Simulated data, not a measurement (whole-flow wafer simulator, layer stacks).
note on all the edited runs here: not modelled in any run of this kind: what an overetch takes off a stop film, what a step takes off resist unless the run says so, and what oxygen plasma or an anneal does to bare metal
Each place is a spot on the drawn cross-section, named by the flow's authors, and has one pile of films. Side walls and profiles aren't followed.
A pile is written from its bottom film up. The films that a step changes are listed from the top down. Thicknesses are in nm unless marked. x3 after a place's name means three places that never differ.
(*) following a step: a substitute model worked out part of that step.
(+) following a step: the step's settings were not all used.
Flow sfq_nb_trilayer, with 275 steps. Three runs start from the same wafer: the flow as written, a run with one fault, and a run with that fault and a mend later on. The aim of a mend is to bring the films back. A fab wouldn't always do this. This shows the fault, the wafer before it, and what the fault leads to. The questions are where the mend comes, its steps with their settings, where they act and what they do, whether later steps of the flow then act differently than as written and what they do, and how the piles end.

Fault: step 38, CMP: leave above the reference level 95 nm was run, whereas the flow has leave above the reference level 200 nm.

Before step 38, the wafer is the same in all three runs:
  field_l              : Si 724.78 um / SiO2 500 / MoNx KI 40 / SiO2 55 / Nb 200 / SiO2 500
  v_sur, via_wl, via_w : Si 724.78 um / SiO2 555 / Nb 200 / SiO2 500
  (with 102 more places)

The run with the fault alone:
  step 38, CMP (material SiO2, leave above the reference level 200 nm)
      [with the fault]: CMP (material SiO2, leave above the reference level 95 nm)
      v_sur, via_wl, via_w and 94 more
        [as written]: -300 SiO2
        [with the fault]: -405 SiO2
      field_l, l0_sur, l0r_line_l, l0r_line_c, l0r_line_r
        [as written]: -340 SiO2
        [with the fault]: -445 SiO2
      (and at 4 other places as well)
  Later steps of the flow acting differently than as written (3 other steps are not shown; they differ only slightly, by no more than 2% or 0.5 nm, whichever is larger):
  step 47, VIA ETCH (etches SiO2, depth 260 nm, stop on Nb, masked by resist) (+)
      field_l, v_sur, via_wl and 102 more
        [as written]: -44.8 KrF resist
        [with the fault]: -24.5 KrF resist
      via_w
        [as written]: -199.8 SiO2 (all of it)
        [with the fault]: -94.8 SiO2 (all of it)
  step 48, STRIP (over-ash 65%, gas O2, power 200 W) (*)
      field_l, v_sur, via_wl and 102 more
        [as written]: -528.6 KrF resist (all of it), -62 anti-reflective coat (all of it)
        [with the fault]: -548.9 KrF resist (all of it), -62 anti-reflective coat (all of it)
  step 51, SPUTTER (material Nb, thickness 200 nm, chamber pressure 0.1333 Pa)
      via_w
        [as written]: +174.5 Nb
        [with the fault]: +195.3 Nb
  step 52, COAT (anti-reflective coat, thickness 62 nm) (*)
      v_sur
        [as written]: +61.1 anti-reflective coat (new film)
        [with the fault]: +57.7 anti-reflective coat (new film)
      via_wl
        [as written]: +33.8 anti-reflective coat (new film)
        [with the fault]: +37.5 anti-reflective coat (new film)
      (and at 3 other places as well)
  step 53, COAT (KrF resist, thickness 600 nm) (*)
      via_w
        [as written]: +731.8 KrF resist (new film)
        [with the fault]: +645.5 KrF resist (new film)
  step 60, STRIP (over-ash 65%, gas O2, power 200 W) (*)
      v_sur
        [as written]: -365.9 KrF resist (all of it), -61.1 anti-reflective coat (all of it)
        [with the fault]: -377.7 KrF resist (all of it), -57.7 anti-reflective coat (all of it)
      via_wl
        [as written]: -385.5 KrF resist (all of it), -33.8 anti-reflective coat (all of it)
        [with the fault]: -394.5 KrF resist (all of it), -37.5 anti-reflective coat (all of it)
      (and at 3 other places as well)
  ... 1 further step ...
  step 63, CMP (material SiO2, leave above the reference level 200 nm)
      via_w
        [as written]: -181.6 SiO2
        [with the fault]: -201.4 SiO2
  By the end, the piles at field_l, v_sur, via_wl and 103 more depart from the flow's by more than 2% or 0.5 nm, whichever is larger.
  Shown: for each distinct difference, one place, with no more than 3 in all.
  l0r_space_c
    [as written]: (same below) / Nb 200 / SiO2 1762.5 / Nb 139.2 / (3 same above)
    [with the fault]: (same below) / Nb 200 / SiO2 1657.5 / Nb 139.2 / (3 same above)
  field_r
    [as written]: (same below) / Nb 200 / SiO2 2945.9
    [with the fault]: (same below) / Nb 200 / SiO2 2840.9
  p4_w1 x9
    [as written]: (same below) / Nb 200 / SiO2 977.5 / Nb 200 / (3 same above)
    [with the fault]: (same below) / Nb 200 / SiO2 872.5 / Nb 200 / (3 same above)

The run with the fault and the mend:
  After step 39 comes the mend.
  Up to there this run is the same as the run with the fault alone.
  step 39a, PECVD (material SiO2, thickness 105 nm, 150 C, 23.33 s, RF power 183.3 W, pressure 2.4 Torr, precursor SiH4/N2O) (a further turn of the flow's step 37, with different settings)
      field_l, v_sur, via_wl and 103 more
        +105 SiO2
  Later steps of the flow that are run all act as written at every place that is followed, up to a difference of at most 2% or 0.5 nm, whichever is larger.
  When the end is reached, the piles differ only a little from the flow's at the places that both follow, at most by 2% or 0.5 nm, whichever is larger.
